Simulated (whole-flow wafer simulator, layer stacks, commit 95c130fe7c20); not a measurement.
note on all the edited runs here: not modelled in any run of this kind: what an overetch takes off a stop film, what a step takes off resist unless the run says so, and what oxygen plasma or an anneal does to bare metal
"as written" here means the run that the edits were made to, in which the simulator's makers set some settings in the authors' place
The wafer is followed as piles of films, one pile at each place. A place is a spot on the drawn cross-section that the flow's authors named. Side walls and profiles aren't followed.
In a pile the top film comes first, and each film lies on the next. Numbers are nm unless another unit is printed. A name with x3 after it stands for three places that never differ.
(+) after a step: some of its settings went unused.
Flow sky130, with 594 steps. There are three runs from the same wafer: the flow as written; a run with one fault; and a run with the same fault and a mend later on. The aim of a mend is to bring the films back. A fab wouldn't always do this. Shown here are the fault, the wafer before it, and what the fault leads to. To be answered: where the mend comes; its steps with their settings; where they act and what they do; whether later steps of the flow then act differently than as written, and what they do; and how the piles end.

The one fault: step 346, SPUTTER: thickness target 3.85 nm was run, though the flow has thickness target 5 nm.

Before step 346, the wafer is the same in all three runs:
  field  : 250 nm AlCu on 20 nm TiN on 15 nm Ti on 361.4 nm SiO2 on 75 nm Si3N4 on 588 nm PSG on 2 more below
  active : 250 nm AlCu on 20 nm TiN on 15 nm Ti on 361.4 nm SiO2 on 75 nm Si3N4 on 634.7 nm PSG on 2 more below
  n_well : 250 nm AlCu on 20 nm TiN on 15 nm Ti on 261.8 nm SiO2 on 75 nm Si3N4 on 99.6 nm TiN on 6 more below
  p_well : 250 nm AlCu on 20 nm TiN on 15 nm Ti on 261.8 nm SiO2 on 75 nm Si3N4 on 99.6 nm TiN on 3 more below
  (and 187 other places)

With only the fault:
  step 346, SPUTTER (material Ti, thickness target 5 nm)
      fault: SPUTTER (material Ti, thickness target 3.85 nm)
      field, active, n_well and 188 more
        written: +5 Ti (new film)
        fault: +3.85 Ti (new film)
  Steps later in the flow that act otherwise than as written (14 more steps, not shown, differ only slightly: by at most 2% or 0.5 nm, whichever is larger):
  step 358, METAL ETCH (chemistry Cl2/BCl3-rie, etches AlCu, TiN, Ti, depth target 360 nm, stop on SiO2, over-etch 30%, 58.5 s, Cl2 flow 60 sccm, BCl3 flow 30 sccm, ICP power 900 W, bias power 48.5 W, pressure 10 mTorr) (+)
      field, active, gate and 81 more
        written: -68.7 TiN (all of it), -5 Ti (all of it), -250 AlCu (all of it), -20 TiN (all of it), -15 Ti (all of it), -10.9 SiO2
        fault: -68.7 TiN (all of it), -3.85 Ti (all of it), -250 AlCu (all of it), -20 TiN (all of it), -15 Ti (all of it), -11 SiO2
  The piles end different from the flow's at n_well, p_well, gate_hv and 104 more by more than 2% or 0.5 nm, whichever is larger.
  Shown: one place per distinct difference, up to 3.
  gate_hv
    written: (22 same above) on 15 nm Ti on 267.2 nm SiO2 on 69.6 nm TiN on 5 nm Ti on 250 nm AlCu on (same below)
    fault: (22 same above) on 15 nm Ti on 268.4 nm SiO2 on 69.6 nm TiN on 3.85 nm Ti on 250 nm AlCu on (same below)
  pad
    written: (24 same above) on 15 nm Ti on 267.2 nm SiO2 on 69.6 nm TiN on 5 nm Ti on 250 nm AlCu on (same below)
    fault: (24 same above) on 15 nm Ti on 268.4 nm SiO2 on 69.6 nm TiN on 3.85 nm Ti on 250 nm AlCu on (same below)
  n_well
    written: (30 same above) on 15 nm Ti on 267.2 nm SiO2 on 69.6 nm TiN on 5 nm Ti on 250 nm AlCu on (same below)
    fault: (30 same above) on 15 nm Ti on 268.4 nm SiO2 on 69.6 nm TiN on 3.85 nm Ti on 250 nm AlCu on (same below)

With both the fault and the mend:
  The mend stands after step 346.
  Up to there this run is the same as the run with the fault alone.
  step 346a, SPUTTER (material Ti, thickness target 1.15 nm) (a further turn of the flow's step 346, with different settings)
      field, active, n_well and 188 more
        +1.15 Ti
  Later steps of the flow that are run all act as written at every place that is followed.
  By the end, the piles equal the flow's at every place that both follow.
